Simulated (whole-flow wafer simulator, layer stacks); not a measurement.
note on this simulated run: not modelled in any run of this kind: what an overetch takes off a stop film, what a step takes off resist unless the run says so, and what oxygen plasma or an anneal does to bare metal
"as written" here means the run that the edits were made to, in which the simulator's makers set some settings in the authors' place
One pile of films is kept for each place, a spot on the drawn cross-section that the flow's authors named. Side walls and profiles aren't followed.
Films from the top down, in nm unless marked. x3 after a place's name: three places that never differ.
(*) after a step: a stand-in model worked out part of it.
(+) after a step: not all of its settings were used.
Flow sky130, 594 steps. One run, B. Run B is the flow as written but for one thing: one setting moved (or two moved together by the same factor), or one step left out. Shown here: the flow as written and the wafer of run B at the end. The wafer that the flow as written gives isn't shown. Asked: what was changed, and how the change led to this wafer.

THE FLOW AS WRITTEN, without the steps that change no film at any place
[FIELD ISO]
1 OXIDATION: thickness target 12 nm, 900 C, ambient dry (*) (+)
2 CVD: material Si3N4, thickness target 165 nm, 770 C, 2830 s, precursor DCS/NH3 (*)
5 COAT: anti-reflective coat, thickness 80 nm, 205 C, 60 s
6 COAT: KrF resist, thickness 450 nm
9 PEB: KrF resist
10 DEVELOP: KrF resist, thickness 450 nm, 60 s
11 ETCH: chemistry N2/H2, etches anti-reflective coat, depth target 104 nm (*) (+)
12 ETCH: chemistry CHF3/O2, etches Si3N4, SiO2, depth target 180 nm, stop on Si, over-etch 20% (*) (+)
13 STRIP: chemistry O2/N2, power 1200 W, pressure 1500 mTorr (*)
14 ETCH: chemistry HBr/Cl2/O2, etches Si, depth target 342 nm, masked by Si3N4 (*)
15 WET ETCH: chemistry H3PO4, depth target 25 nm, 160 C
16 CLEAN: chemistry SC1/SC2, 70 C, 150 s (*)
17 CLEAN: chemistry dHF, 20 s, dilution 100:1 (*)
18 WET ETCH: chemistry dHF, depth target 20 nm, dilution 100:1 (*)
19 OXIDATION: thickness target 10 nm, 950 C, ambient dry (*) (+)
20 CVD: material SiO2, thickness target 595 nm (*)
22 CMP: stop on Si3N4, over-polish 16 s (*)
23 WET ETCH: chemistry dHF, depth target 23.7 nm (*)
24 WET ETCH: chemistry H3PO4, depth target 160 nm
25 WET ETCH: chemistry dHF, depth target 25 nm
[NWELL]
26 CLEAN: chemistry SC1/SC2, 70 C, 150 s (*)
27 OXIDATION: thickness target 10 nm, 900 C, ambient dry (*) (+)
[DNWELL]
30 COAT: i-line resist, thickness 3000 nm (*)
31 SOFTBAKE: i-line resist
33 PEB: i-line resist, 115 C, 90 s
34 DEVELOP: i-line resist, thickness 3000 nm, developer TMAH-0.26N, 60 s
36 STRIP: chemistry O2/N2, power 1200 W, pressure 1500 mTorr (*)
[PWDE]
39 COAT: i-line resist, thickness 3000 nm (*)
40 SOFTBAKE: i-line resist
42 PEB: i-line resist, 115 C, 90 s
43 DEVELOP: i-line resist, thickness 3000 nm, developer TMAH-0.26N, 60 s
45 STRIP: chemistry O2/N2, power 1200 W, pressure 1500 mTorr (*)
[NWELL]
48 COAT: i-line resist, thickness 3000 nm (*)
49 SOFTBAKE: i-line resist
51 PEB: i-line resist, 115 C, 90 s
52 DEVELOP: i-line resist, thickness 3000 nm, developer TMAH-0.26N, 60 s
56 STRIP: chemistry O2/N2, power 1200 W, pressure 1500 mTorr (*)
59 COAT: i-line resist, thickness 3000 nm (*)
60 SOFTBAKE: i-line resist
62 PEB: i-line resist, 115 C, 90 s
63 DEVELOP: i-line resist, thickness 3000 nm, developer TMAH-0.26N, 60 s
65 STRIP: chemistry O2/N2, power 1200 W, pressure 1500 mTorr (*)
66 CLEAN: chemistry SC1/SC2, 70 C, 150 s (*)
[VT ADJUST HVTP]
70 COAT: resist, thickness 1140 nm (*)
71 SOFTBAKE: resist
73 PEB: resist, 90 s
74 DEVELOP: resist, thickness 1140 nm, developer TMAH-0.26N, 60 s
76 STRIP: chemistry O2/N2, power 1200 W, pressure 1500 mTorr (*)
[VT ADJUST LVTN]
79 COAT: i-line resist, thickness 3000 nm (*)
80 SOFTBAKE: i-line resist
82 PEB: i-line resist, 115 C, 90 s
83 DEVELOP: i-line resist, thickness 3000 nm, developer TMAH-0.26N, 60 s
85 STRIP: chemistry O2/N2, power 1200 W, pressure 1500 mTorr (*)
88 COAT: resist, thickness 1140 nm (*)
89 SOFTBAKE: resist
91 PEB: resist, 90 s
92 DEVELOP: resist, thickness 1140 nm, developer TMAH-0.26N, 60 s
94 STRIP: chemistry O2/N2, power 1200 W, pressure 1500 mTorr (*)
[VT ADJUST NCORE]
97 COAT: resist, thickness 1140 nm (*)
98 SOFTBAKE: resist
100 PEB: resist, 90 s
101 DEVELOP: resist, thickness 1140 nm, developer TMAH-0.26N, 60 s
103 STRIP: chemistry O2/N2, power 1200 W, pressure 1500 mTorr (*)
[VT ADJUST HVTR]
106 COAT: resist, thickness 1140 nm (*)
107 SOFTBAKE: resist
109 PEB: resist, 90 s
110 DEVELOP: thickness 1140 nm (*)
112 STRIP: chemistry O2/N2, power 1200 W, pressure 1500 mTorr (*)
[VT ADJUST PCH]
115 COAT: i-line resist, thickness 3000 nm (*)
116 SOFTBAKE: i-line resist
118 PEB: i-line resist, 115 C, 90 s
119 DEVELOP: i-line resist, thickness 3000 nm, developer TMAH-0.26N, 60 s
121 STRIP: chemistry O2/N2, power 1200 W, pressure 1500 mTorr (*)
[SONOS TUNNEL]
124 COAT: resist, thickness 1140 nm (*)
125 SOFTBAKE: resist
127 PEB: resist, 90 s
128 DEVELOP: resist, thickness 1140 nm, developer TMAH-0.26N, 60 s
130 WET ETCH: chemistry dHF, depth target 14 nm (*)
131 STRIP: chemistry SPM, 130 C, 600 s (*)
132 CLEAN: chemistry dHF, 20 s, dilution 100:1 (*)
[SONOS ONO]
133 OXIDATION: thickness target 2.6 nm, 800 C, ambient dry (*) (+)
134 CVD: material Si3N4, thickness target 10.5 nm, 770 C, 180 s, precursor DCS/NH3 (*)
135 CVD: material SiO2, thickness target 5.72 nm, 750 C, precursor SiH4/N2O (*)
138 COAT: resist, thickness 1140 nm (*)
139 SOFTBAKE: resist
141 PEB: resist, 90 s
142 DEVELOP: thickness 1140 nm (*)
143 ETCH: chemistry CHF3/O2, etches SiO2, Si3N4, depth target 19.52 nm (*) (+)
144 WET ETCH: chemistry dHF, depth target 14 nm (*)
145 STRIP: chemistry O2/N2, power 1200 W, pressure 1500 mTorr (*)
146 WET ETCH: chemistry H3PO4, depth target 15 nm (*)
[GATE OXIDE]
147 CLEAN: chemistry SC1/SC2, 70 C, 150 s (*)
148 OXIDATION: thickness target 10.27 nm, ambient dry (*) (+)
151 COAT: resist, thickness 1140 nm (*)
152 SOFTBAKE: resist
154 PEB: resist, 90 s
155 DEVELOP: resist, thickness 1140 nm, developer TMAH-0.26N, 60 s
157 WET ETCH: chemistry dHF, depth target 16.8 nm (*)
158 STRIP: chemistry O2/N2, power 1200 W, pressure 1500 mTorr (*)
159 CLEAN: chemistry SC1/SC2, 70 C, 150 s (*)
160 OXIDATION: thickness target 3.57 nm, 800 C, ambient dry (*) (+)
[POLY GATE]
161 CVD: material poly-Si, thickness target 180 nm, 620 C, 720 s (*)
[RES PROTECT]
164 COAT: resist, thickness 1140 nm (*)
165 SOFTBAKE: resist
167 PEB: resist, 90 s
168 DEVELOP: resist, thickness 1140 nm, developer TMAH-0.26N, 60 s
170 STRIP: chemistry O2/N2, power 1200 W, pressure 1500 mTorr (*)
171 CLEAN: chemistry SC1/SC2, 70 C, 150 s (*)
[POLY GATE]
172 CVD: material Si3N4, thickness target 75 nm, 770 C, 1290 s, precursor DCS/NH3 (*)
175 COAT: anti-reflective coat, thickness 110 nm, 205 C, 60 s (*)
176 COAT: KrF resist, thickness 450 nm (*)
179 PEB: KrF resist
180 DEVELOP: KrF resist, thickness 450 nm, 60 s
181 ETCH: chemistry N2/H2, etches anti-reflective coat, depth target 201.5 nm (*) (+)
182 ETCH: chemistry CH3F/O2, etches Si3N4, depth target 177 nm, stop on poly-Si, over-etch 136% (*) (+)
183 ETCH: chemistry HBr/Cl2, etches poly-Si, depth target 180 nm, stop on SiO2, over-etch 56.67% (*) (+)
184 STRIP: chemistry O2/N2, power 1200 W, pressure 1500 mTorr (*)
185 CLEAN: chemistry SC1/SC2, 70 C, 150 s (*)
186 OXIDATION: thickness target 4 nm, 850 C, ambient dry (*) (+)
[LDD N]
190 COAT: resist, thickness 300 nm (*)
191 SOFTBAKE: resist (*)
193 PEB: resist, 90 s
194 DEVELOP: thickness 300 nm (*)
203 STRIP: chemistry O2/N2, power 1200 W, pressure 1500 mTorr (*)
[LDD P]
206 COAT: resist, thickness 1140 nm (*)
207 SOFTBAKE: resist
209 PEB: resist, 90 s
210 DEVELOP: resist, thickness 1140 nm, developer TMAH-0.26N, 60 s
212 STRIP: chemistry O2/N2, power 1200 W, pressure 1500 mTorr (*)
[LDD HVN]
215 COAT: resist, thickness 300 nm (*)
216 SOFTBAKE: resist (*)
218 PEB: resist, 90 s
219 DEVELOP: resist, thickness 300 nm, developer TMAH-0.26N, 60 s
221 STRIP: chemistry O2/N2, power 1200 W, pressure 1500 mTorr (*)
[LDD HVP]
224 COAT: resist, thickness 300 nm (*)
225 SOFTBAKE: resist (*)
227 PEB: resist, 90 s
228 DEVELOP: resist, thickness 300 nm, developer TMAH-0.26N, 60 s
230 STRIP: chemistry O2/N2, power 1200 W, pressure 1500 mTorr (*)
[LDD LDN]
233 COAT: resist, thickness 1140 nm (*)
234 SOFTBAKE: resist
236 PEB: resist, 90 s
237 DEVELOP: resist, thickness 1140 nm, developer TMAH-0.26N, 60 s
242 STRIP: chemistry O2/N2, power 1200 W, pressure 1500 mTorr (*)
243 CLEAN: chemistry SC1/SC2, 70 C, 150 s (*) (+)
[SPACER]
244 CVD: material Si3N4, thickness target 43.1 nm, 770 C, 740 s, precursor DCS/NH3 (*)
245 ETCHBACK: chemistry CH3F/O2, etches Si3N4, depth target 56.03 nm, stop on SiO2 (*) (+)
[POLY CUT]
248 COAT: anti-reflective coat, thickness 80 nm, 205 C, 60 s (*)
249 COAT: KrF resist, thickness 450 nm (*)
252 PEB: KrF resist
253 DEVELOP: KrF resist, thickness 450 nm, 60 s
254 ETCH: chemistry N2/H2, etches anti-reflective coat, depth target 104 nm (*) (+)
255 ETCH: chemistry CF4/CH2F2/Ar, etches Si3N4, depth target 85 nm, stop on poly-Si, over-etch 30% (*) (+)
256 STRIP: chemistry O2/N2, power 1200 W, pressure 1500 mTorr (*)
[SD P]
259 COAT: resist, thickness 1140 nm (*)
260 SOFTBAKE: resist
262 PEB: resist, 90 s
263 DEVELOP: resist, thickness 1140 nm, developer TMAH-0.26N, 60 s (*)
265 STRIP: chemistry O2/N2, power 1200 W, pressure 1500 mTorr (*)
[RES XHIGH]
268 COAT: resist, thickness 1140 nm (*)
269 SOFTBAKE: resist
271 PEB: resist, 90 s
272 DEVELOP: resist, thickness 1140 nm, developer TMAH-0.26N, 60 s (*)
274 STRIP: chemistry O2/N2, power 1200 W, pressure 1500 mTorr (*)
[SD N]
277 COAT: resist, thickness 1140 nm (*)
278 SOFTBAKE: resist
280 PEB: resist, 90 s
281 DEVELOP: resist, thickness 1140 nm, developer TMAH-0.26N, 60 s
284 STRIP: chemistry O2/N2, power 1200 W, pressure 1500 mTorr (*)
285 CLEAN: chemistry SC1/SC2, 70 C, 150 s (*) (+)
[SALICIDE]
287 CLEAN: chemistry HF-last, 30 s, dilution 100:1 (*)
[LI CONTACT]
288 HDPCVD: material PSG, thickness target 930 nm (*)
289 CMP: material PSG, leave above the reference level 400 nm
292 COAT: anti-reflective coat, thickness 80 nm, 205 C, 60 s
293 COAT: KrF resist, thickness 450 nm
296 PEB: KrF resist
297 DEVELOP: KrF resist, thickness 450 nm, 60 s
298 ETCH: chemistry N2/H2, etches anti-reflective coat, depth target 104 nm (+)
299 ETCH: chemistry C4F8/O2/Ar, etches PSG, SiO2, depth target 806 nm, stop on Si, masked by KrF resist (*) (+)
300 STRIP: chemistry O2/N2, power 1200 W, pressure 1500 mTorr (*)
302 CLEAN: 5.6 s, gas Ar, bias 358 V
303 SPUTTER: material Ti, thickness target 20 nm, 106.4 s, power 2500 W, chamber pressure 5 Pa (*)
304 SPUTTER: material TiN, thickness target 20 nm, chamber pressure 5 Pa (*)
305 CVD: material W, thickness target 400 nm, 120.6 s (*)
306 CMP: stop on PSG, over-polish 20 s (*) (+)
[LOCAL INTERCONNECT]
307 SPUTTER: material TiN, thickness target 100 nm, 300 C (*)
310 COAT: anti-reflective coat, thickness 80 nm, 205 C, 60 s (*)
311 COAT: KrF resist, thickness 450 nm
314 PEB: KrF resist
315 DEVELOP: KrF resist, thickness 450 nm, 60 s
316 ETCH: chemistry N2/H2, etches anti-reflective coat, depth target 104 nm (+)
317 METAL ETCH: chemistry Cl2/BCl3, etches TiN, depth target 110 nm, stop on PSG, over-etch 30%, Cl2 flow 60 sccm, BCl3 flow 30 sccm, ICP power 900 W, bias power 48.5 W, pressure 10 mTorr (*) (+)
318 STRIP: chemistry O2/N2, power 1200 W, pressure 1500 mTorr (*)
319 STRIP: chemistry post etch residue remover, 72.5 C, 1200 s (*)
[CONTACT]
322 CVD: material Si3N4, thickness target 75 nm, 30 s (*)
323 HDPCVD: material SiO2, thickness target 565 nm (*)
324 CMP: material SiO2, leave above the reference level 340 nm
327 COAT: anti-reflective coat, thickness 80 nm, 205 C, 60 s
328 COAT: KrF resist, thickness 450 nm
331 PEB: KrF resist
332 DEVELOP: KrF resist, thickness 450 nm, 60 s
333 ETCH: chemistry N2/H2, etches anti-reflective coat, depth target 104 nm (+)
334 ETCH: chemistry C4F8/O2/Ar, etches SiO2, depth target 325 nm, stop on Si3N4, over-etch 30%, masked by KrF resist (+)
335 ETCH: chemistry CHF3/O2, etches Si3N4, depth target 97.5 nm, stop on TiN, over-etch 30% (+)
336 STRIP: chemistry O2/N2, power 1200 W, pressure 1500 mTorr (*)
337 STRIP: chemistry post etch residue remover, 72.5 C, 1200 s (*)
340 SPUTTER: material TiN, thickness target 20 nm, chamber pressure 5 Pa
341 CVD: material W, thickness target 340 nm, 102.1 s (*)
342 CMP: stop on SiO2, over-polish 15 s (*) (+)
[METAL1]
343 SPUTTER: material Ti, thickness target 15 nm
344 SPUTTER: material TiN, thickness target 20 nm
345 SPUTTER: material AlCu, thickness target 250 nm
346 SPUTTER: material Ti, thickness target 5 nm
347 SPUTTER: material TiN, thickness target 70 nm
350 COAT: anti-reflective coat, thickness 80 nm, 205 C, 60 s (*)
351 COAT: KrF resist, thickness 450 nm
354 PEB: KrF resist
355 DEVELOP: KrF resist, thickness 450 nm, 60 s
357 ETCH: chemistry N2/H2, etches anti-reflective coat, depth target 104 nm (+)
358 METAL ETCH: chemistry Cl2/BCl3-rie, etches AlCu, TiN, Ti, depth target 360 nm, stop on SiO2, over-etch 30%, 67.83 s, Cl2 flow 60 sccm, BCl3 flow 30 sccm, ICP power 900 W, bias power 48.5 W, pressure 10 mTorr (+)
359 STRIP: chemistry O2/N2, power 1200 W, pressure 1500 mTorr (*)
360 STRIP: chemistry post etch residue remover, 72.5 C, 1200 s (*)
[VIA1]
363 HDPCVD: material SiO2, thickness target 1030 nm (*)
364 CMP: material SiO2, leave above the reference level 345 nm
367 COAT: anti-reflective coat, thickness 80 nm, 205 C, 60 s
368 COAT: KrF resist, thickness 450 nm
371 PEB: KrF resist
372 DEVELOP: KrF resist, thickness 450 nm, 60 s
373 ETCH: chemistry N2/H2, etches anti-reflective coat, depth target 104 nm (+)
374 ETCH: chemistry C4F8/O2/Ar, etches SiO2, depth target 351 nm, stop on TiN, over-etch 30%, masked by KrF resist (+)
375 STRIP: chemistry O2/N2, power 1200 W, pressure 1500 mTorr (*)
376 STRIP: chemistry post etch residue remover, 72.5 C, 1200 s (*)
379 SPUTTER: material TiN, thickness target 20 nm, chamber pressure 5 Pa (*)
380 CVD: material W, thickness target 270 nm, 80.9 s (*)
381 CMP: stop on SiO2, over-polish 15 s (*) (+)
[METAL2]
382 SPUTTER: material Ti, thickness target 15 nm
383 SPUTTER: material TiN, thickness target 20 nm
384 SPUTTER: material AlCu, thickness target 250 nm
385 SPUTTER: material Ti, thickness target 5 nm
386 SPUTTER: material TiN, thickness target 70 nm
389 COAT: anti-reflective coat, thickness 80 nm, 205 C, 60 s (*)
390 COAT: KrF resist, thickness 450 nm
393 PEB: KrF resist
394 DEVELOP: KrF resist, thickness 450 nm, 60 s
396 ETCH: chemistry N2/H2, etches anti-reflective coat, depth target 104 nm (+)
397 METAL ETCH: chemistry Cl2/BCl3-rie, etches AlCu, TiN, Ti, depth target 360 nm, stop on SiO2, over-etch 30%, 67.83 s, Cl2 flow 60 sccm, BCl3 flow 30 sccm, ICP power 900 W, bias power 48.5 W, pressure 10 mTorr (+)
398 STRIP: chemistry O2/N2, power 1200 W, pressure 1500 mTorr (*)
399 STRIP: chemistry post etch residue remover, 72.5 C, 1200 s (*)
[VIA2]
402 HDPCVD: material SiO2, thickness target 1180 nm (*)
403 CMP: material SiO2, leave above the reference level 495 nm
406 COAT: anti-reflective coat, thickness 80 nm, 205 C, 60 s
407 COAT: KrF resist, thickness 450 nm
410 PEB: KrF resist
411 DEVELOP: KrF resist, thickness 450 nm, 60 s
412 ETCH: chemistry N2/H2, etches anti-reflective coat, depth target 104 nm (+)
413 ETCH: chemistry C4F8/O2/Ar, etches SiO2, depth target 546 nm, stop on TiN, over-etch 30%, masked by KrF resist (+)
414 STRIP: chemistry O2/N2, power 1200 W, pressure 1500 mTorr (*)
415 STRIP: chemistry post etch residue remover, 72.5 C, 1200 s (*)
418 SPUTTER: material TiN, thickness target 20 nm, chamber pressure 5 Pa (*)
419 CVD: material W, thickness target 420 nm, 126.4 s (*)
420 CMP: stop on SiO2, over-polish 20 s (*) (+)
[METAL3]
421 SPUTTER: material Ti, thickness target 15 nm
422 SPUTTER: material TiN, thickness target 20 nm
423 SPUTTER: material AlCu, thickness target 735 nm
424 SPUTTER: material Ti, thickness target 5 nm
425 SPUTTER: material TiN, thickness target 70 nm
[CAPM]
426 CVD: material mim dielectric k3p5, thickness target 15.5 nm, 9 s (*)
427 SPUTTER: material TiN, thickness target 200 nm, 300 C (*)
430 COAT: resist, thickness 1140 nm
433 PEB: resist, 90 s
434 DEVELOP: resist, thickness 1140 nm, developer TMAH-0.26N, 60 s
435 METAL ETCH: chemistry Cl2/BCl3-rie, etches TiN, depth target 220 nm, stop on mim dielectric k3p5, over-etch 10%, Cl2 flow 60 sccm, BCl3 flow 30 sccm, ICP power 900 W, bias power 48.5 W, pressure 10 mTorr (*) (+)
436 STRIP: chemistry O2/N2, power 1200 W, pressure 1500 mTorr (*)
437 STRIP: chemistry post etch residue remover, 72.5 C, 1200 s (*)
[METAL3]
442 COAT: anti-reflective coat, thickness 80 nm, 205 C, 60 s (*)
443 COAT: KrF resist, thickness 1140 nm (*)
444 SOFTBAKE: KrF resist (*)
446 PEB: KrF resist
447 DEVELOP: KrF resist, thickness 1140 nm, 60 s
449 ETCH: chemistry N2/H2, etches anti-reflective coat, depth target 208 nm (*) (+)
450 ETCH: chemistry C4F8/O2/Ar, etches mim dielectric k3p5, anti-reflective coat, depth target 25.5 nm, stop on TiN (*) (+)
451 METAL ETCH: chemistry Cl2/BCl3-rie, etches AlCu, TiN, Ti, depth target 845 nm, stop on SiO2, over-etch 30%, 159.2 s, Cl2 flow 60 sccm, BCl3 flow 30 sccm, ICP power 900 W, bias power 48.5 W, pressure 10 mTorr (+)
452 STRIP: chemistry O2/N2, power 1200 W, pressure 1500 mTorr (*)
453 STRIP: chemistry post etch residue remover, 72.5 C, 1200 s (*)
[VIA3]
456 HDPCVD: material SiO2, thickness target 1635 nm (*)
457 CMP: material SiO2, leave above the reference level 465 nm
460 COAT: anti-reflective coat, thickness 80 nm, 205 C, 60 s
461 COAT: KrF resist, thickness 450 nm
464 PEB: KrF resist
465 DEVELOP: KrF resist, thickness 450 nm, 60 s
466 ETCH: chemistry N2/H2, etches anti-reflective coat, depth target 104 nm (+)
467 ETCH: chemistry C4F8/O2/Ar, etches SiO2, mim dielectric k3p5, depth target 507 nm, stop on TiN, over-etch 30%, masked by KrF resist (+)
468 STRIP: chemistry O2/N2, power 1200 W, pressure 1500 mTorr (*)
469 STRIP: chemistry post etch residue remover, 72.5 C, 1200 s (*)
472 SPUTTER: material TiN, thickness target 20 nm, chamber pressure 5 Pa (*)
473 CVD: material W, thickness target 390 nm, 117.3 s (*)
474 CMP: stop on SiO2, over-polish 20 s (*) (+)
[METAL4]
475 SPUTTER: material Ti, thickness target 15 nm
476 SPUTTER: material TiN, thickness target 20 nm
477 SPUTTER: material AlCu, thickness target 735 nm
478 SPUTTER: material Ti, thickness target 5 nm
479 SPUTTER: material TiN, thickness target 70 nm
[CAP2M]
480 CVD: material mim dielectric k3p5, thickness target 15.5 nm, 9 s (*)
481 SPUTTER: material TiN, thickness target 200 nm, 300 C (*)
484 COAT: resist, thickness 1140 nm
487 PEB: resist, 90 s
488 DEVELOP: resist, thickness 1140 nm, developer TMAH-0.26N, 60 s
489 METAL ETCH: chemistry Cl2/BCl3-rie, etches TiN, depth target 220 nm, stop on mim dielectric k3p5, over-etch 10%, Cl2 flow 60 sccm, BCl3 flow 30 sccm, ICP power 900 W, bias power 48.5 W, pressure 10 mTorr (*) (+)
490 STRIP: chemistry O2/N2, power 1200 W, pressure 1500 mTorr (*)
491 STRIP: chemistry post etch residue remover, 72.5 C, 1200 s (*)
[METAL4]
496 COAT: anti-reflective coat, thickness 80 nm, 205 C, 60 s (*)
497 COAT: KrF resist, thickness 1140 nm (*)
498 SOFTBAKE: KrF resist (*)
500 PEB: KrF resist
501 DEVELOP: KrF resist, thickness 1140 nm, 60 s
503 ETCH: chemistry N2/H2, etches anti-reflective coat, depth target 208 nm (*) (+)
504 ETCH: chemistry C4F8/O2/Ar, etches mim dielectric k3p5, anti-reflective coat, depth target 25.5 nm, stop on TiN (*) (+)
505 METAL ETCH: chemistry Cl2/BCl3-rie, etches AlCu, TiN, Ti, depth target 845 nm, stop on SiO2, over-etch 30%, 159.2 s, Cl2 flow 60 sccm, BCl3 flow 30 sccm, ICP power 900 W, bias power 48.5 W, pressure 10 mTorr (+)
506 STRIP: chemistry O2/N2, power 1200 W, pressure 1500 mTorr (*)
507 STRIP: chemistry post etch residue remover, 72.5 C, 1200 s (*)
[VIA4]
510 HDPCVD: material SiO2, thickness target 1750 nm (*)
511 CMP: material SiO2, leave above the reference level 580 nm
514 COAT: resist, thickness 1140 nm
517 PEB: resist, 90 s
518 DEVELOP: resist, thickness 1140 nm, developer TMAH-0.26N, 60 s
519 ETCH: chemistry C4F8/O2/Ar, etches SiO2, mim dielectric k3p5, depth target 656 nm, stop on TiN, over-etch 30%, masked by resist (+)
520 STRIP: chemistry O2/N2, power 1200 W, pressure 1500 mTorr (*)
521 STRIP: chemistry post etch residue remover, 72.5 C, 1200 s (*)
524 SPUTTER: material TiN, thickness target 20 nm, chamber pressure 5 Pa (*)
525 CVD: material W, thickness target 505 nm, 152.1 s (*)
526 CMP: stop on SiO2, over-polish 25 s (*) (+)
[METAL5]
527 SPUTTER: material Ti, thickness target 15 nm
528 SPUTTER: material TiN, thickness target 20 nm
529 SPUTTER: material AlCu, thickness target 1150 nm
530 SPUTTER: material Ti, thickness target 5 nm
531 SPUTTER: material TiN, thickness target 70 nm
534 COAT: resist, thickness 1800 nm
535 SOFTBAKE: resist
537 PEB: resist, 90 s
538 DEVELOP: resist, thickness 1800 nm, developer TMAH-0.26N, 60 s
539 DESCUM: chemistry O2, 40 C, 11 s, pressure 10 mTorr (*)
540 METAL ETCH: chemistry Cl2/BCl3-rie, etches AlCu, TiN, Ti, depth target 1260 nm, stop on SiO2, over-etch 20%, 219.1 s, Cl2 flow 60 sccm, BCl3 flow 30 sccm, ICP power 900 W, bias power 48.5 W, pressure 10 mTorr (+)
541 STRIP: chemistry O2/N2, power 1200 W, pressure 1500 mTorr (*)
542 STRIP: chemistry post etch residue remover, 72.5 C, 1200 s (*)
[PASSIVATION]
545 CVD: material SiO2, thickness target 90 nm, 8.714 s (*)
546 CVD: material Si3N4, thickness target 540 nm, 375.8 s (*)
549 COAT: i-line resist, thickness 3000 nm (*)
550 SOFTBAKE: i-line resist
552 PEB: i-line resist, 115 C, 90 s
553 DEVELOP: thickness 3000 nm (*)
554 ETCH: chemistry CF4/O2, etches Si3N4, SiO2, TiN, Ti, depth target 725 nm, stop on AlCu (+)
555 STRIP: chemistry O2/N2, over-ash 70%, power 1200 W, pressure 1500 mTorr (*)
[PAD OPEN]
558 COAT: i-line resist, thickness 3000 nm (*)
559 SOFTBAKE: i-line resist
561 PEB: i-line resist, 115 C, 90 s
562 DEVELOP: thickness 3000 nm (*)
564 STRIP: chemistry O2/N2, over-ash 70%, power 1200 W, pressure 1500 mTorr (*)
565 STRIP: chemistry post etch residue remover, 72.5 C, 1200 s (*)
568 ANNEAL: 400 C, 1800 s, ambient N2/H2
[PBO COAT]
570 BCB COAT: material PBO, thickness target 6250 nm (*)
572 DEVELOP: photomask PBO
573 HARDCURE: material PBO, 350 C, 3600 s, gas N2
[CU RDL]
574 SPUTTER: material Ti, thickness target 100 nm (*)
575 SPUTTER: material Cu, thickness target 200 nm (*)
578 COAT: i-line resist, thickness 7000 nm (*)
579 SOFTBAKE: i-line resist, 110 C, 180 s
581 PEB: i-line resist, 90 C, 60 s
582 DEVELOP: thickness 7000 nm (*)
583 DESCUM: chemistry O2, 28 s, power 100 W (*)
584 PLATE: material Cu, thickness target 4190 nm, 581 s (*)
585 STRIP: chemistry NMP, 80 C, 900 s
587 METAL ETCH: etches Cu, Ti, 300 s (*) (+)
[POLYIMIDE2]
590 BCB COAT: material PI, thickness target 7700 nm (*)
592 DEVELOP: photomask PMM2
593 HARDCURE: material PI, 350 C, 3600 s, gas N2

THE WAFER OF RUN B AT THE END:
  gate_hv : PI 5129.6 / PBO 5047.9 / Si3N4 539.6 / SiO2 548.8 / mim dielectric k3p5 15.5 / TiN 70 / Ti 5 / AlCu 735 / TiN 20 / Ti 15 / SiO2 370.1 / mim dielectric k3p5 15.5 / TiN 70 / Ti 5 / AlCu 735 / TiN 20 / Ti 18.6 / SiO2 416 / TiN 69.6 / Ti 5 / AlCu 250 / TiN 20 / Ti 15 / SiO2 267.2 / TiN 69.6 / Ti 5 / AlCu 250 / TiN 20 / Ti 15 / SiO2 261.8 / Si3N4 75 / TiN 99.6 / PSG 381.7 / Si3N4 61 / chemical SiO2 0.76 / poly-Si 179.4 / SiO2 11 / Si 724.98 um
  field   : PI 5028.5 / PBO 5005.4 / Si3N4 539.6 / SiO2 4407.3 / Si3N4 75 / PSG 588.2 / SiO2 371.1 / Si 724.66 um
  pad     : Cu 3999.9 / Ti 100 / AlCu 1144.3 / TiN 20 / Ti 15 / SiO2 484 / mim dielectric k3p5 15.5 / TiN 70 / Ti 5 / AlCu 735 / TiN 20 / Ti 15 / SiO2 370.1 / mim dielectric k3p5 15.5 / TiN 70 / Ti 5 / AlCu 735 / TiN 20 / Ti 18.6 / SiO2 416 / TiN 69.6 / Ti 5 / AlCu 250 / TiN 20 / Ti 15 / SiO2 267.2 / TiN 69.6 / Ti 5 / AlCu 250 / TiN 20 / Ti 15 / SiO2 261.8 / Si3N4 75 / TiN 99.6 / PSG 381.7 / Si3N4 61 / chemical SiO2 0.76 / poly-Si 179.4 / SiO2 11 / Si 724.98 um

The cause: step 421, SPUTTER: thickness target 18.6 nm was run, where the flow has thickness target 15 nm.
It can be read off the wafer: gate_hv has Ti 18.6, and step 421 as written asks for 15 nm.

How the change led to this, step by step:
  421 SPUTTER: material Ti, thickness target 15 nm
      field, active, n_well and 188 more: Ti +18.6 (new film) (as written it would be: Ti +15 (new film))
  451 METAL ETCH: chemistry Cl2/BCl3-rie, etches AlCu, TiN, Ti, depth target 845 nm, stop on SiO2, over-etch 30%, 159.2 s, Cl2 flow 60 sccm, BCl3 flow 30 sccm, ICP power 900 W, bias power 48.5 W, pressure 10 mTorr (+)
      field, active, gate and 69 more: TiN -70 (all of it), Ti -5 (all of it), AlCu -735 (all of it), TiN -20 (all of it), Ti -18.6 (all of it), SiO2 -25 (as written it would be: TiN -70 (all of it), Ti -5 (all of it), AlCu -735 (all of it), TiN -20 (all of it), Ti -15 (all of it), SiO2 -25.4)
      vpp_ln, vpp_iso2, ndiff_ln and 10 more: TiN -70 (all of it), Ti -5 (all of it), AlCu -735 (all of it), TiN -20 (all of it), Ti -18.6 (all of it), SiO2 -25 (as written it would be: TiN -70 (all of it), Ti -5 (all of it), AlCu -735 (all of it), TiN -20 (all of it), Ti -15 (all of it), SiO2 -25.3)
